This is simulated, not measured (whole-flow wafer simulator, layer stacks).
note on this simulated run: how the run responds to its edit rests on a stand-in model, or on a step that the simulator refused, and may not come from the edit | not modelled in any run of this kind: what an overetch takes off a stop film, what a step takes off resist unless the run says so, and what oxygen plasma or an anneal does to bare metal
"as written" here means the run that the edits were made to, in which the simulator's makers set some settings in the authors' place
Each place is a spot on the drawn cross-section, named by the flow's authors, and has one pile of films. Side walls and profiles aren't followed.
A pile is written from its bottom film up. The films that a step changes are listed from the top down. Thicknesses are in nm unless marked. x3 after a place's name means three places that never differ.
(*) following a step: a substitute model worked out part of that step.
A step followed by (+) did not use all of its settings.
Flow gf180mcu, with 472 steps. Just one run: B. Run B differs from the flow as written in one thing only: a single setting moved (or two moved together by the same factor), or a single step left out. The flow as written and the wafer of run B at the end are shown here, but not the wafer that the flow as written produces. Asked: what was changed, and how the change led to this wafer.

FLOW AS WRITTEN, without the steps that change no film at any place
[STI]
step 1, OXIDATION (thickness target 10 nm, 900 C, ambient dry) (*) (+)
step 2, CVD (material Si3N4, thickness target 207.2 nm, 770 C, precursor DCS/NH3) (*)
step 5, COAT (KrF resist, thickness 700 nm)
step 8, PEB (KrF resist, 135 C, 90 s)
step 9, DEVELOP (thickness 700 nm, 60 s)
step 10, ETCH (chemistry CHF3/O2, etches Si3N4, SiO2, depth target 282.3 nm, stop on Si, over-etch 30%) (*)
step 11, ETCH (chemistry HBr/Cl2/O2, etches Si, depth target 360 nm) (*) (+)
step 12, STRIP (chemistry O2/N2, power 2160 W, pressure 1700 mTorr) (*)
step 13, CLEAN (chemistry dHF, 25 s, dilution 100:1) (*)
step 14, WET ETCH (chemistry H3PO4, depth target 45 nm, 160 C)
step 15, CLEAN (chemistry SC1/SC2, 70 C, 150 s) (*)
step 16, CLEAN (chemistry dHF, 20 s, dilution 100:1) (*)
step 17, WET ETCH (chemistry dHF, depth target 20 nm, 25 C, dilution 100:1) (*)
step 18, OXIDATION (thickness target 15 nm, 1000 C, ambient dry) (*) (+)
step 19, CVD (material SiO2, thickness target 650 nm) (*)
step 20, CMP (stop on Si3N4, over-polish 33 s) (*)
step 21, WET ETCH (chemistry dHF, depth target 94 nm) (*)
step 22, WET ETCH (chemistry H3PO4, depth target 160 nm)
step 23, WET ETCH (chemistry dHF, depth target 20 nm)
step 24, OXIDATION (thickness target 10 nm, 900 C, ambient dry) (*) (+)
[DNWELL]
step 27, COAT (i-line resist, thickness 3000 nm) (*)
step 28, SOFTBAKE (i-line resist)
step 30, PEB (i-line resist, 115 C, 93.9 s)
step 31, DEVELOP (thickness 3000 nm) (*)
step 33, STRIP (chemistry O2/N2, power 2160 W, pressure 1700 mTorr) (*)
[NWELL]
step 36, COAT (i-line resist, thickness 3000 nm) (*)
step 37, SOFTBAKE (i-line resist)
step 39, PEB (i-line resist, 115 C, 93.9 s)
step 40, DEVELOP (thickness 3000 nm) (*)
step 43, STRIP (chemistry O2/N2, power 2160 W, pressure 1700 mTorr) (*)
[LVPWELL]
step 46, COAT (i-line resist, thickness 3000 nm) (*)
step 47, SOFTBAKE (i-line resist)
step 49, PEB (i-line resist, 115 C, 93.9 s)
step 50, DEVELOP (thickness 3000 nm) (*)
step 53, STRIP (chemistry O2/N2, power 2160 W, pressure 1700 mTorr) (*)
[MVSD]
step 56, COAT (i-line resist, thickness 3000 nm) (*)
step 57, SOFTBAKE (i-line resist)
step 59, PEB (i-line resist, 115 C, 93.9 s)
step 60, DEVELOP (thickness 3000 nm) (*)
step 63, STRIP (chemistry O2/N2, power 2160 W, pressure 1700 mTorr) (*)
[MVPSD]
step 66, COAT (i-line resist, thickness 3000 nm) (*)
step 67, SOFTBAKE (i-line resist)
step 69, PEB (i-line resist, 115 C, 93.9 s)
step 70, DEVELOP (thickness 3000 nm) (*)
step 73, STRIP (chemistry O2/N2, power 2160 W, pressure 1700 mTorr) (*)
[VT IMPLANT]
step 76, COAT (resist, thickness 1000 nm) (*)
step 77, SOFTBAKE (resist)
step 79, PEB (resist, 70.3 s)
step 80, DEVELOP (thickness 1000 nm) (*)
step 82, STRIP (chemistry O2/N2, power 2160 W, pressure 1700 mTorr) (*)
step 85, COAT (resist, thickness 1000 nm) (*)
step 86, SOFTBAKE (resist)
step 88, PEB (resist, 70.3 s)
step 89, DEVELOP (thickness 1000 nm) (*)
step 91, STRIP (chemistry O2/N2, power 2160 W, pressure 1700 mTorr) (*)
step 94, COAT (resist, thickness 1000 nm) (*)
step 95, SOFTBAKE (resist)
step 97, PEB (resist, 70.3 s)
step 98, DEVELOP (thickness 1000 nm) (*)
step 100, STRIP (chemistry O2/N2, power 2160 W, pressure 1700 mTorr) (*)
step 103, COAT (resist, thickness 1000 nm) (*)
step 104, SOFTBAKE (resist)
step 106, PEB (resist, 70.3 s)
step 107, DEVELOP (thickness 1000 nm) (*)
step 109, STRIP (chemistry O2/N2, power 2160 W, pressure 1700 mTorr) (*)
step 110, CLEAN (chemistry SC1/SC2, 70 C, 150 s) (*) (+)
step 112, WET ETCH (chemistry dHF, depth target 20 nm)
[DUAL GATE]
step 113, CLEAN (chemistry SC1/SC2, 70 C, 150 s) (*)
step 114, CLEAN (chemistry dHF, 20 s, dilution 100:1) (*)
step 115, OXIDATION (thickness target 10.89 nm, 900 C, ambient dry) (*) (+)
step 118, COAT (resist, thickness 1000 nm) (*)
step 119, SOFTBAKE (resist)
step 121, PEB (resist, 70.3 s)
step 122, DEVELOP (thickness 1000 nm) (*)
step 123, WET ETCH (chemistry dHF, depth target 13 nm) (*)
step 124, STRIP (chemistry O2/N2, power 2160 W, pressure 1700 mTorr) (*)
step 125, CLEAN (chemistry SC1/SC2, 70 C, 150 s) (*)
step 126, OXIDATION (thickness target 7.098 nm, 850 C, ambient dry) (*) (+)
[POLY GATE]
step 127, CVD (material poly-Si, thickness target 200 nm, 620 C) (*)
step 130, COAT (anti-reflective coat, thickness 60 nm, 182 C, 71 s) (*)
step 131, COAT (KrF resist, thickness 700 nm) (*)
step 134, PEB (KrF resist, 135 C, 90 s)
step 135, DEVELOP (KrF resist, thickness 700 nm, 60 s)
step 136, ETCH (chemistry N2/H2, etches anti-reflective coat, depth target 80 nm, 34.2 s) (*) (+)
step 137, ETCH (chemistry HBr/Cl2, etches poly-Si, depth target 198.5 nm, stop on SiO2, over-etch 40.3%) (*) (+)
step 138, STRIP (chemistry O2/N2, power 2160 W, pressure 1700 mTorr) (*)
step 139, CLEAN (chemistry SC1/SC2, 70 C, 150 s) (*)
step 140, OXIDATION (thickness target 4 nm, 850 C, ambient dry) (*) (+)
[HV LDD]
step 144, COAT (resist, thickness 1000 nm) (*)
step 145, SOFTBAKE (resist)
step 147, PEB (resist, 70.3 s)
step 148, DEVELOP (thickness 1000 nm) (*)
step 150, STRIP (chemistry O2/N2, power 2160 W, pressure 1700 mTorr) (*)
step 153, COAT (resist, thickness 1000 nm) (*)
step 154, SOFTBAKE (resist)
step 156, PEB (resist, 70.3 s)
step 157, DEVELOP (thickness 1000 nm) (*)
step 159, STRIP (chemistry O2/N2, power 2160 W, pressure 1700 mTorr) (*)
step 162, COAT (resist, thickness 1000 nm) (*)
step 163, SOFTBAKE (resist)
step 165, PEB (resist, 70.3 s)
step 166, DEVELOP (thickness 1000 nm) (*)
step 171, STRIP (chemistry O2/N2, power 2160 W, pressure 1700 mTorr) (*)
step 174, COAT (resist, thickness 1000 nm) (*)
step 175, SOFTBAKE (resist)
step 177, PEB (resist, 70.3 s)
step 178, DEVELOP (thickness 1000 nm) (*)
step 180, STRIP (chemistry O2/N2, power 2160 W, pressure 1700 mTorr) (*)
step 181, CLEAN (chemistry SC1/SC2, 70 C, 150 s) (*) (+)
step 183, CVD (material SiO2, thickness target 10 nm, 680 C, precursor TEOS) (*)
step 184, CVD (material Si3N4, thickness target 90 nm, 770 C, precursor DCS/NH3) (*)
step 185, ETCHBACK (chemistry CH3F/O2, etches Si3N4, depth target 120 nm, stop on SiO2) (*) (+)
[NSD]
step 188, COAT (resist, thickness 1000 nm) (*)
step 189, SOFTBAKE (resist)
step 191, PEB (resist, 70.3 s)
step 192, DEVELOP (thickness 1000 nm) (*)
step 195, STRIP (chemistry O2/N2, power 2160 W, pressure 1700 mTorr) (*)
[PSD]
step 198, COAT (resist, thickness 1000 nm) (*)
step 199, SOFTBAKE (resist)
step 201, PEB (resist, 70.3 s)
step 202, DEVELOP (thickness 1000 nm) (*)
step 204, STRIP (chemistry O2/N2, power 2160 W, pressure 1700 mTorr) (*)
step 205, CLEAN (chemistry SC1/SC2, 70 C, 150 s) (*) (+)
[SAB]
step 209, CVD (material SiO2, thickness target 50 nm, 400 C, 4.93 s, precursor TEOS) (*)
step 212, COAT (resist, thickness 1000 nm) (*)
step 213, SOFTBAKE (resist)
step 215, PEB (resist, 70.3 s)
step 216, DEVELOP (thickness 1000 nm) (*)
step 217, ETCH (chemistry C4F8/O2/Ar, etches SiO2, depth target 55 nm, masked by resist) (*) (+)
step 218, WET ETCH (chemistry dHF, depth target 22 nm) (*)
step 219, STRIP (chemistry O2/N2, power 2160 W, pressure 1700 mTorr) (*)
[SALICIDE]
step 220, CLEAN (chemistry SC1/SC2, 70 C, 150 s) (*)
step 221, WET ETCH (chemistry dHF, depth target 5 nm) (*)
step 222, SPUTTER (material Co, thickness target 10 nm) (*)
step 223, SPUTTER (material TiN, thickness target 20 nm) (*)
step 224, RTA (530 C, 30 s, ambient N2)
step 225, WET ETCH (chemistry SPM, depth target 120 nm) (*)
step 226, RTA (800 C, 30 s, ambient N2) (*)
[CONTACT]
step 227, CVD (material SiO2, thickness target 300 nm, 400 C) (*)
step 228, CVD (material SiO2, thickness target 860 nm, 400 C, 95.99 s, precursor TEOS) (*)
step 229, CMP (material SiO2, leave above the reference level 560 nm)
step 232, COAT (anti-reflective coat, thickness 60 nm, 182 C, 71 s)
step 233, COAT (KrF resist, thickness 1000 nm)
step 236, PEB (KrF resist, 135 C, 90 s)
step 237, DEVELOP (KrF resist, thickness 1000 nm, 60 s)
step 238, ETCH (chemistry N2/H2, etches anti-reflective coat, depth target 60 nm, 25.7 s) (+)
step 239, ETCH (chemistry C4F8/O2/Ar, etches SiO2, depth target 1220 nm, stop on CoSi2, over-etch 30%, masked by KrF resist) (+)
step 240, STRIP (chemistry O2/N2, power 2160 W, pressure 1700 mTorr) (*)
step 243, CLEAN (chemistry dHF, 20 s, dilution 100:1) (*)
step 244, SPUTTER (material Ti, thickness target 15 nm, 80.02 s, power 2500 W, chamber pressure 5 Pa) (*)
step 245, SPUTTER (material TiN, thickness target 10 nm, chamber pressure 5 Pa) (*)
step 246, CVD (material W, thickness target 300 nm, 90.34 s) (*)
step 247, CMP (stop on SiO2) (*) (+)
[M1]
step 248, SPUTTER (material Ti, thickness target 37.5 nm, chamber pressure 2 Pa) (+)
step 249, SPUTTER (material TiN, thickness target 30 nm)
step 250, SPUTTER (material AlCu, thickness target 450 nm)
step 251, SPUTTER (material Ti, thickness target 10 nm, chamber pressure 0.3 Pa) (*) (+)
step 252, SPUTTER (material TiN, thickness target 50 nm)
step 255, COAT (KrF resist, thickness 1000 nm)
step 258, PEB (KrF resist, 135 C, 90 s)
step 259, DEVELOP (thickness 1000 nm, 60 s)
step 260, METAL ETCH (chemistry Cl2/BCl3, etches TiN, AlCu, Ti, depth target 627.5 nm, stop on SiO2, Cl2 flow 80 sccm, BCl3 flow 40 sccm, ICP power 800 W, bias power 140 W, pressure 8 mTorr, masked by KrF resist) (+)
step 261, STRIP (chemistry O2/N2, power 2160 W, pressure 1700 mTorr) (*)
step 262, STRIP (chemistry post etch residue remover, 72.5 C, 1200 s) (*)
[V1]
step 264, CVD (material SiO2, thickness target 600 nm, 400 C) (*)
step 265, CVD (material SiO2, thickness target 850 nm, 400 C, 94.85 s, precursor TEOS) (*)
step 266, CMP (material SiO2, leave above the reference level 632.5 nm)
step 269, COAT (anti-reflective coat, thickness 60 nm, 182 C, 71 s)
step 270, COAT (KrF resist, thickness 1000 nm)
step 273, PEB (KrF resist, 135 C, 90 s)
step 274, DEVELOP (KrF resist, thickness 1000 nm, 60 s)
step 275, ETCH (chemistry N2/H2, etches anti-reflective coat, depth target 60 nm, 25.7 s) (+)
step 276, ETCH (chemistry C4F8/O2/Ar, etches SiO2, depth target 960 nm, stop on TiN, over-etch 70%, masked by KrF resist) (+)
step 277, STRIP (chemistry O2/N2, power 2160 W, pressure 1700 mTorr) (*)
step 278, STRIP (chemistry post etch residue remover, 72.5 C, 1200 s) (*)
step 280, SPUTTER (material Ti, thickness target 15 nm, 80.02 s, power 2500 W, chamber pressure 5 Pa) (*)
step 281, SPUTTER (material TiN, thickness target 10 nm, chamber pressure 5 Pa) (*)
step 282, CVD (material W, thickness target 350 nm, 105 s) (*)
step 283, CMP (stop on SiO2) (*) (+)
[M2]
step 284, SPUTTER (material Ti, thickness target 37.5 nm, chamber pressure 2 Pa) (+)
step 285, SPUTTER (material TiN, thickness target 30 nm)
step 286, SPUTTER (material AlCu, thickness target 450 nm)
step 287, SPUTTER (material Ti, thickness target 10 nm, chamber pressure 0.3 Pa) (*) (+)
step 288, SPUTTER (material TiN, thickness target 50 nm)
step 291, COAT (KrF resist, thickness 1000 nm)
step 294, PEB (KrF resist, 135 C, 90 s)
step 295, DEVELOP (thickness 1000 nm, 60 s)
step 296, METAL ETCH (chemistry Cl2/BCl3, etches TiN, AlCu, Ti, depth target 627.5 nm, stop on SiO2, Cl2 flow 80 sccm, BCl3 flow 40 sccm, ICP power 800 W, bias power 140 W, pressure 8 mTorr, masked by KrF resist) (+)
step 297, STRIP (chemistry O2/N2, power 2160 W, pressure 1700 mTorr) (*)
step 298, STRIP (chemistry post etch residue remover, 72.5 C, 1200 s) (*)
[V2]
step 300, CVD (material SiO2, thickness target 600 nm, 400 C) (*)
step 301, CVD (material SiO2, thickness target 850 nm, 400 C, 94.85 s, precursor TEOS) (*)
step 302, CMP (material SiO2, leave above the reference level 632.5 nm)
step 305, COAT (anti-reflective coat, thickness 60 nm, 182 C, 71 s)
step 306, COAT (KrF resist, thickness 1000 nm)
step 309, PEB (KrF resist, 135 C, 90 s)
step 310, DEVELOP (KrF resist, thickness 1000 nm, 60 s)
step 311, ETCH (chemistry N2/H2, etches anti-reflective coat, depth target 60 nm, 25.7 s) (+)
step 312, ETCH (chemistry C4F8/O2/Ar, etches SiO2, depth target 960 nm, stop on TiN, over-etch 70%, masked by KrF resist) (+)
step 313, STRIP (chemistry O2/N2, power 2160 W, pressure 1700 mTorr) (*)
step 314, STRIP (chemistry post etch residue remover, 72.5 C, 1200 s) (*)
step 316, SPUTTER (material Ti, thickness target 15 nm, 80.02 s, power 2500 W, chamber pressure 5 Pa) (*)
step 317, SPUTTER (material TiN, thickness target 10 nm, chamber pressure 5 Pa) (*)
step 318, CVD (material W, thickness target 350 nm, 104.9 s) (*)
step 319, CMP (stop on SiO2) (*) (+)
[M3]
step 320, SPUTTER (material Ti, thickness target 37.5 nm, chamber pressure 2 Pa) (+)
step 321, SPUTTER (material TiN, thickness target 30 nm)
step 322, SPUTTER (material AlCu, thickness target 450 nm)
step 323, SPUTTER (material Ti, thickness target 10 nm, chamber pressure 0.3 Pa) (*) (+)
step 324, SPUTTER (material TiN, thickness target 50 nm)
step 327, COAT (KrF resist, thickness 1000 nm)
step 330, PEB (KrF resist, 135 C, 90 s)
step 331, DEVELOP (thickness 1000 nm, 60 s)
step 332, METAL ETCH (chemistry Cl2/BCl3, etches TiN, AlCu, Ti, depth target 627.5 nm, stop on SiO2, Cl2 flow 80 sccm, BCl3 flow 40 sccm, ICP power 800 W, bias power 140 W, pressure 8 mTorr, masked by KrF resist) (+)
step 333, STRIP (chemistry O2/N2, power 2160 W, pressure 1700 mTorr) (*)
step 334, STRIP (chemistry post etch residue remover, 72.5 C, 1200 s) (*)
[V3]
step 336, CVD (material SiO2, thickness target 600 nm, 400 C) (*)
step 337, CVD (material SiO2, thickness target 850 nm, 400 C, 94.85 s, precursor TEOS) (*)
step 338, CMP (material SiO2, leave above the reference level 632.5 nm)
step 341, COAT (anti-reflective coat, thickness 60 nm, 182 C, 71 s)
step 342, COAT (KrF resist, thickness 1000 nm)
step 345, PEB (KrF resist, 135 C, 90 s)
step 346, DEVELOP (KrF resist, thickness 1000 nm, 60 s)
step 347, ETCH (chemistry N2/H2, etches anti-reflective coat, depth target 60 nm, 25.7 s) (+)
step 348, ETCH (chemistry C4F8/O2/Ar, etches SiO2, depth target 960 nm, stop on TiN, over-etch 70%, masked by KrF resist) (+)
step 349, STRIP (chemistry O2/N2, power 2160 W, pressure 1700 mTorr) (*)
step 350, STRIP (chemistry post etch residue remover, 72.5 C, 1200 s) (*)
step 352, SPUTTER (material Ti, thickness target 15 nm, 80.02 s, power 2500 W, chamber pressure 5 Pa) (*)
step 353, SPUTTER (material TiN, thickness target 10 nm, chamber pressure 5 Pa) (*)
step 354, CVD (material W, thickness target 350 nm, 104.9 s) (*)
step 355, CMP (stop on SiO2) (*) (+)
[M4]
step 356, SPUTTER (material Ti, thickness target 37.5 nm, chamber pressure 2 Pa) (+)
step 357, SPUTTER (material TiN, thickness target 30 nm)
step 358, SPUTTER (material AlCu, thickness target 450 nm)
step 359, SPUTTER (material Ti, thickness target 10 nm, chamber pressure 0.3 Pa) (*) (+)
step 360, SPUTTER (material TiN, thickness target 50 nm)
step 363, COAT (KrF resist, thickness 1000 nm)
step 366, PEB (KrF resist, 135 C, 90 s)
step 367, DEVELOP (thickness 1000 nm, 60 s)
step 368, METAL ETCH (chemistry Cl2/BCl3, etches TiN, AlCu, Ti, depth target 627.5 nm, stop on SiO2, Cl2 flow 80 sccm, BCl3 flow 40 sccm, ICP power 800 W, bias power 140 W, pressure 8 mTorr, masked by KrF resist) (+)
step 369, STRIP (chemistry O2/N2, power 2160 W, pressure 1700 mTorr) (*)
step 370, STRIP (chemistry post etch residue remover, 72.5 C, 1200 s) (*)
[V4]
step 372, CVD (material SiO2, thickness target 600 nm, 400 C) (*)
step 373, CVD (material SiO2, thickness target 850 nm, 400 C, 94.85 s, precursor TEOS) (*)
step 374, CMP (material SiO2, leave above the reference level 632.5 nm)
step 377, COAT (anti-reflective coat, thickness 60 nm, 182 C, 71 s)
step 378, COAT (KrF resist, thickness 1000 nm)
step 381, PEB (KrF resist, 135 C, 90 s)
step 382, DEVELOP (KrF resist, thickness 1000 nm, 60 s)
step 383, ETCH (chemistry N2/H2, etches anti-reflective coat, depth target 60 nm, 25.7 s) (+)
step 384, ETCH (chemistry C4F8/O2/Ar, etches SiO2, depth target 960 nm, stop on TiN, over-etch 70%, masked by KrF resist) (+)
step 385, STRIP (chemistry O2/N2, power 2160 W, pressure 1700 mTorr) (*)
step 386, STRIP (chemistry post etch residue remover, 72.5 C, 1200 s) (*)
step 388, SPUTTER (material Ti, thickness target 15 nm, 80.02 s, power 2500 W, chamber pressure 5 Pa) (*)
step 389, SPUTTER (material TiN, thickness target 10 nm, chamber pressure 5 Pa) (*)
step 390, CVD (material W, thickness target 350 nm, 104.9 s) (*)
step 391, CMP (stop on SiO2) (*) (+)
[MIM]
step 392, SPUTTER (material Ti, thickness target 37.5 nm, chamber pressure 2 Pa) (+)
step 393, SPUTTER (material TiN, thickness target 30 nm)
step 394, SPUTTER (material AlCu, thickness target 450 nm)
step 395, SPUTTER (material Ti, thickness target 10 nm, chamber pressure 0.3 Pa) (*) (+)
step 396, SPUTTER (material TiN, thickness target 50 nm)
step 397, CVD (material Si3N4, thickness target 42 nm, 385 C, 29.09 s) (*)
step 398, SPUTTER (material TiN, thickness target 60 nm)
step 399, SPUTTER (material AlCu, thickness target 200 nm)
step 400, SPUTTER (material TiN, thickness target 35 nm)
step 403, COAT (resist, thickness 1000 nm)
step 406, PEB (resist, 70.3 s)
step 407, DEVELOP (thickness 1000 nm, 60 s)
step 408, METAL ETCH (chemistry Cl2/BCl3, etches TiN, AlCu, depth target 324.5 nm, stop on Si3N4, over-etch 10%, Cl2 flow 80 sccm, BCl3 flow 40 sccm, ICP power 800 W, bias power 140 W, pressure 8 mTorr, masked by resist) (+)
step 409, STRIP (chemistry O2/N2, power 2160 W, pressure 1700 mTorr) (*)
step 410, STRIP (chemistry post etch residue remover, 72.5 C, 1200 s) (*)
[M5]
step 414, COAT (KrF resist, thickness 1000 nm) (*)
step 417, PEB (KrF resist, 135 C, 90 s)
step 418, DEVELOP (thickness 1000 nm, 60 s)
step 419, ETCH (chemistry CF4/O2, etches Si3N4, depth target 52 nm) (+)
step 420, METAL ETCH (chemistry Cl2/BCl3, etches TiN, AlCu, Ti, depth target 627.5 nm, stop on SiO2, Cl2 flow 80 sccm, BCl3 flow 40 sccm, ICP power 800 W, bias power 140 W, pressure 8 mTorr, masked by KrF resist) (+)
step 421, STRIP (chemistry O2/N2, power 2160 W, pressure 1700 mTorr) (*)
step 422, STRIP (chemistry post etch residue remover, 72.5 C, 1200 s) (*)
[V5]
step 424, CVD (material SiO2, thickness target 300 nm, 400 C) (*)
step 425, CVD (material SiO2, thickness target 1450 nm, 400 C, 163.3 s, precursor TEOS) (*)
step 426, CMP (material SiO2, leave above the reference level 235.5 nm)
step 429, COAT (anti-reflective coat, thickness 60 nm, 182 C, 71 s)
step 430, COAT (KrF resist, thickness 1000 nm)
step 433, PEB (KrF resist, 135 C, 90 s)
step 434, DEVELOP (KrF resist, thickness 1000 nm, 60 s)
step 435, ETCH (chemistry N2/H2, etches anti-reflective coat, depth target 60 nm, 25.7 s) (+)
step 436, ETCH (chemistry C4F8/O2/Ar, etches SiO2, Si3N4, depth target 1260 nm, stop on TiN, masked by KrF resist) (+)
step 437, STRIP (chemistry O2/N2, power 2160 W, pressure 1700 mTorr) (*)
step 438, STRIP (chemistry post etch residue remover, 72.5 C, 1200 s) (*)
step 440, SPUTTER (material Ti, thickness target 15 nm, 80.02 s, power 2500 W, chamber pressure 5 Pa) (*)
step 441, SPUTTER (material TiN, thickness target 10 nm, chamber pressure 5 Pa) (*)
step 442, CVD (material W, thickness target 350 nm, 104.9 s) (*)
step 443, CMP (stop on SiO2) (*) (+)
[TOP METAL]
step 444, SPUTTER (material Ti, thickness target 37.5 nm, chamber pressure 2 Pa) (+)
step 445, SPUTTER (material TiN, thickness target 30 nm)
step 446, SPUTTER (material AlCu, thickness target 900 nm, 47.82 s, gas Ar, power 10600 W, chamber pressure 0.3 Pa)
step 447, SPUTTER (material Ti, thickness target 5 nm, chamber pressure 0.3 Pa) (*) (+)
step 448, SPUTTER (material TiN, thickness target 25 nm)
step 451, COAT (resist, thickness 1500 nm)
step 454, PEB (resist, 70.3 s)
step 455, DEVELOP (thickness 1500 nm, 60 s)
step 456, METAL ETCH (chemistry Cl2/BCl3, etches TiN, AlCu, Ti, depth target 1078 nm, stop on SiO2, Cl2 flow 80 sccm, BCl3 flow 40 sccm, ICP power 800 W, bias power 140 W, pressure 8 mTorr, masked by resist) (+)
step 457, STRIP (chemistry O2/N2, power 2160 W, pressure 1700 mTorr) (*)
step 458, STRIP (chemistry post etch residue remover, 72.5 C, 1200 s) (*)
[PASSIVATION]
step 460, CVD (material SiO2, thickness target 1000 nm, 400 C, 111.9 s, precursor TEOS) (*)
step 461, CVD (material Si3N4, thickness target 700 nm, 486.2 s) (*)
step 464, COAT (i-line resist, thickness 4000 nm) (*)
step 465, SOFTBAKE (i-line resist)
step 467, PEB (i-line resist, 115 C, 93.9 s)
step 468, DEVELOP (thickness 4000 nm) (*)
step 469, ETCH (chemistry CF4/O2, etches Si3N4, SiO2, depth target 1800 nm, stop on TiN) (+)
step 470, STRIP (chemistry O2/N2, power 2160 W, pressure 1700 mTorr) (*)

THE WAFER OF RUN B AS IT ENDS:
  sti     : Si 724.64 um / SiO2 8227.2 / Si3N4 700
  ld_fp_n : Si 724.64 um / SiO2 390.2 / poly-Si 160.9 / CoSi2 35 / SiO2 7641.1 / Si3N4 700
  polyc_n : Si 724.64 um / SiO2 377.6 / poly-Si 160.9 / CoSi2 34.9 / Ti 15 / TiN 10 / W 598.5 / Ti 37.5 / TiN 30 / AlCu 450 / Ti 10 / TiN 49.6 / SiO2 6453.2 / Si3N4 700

The reason: step 112, WET ETCH: depth target 11.5 nm was run, while the flow as written has depth target 20 nm.

Step by step, how the change led to this:
  step 112, WET ETCH (chemistry dHF, depth target 20 nm)
      field, field__w2, field__w3 and 36 more: SiO2 loses 12.7 (it would be, as written: SiO2 loses 22)
      field_sub, mim_1p0, pad, dice_street, iso_fld_sub, ldn_fld, ldp_fld: SiO2 loses 12.6 (it would be, as written: SiO2 loses 22)
  step 130, COAT (anti-reflective coat, thickness 60 nm, 182 C, 71 s) (*)
      p_well, spacer, sd_n: anti-reflective coat gains 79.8 (new film) (it would be, as written: anti-reflective coat gains 70.9 (new film))
      field: anti-reflective coat gains 58.5 (new film) (it would be, as written: anti-reflective coat gains 61.5 (new film))
      (also at 69 further places)
  step 136, ETCH (chemistry N2/H2, etches anti-reflective coat, depth target 80 nm, 34.2 s) (*) (+)
      p_well, spacer, sd_n: anti-reflective coat loses 79.8 (all of it), poly-Si loses 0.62 (it would be, as written: anti-reflective coat loses 70.9 (all of it), poly-Si loses 0.85)
      field: anti-reflective coat loses 58.5 (all of it), poly-Si loses 1.17 (it would be, as written: anti-reflective coat loses 61.5 (all of it), poly-Si loses 1.09)
      (also at 48 further places)
  step 138, STRIP (chemistry O2/N2, power 2160 W, pressure 1700 mTorr) (*)
      gate: chemical SiO2 gains 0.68 (new film), KrF resist loses 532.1 (all of it), anti-reflective coat loses 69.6 (all of it), poly-Si loses 0.3 (it would be, as written: chemical SiO2 gains 0.68 (new film), KrF resist loses 531.7 (all of it), anti-reflective coat loses 65.5 (all of it), poly-Si loses 0.3)
      gate_hv: chemical SiO2 gains 0.68 (new film), KrF resist loses 530.3 (all of it), anti-reflective coat loses 62.5 (all of it), poly-Si loses 0.3 (it would be, as written: chemical SiO2 gains 0.68 (new film), KrF resist loses 528.4 (all of it), anti-reflective coat loses 61 (all of it), poly-Si loses 0.3)
      (also at 19 further places)
  step 145, SOFTBAKE (resist)
      gate_p_hv: resist loses 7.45 (it would be, as written: resist loses 7.98)
  step 154, SOFTBAKE (resist)
      gate_p_hv: resist loses 7.45 (it would be, as written: resist loses 7.98)
  step 163, SOFTBAKE (resist)
      gate_p_hv: resist loses 7.45 (it would be, as written: resist loses 7.98)
  step 175, SOFTBAKE (resist)
      gate_p_hv: resist loses 7.45 (it would be, as written: resist loses 7.98)
  step 189, SOFTBAKE (resist)
      active_hv: resist loses 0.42 (it would be, as written: resist gains 2.68)
      active_nat: resist gains 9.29 (it would be, as written: resist gains 5.49)
      (also at 1 further place)
  step 199, SOFTBAKE (resist)
      active_hv: resist loses 0.42 (it would be, as written: resist gains 2.68)
      active_nat: resist gains 9.29 (it would be, as written: resist gains 5.49)
      (also at 1 further place)
  step 209, CVD (material SiO2, thickness target 50 nm, 400 C, 4.93 s, precursor TEOS) (*)
      ld_drn_p: SiO2 gains 45 (it would be, as written: SiO2 gains 46)
  step 218, WET ETCH (chemistry dHF, depth target 22 nm) (*)
      active: SiO2 loses 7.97 (all of it) (it would be, as written: SiO2 loses 9.01 (all of it))
      sd_p: SiO2 loses 7.56 (all of it) (it would be, as written: SiO2 loses 8.12 (all of it))
      (also at 1 further place)
  step 223, SPUTTER (material TiN, thickness target 20 nm) (*)
      ld_sd_n: TiN gains 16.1 (new film) (it would be, as written: TiN gains 15.5 (new film))
  step 225, WET ETCH (chemistry SPM, depth target 120 nm) (*)
      ld_sd_n: TiN loses 16.1 (all of it) (it would be, as written: TiN loses 15.5 (all of it))
  step 226, RTA (800 C, 30 s, ambient N2) (*)
      ld_sd_n: CoSi2 gains 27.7 (new film), CoSi loses 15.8 (all of it), Si loses 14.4 (it would be, as written: CoSi2 gains 28.3 (new film), CoSi loses 16.1 (all of it), Si loses 14.7)
  step 229, CMP (material SiO2, leave above the reference level 560 nm)
      ldn_sep__w1, ldn_sep__w2, ldn_dft and 8 more: SiO2 loses 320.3 (it would be, as written: SiO2 loses 311)
      sti, mim_1p0, pad, dice_street, iso_nw_fld, iso_fld_sub: SiO2 loses 306.2 (it would be, as written: SiO2 loses 296.8)
      (also at 40 further places)
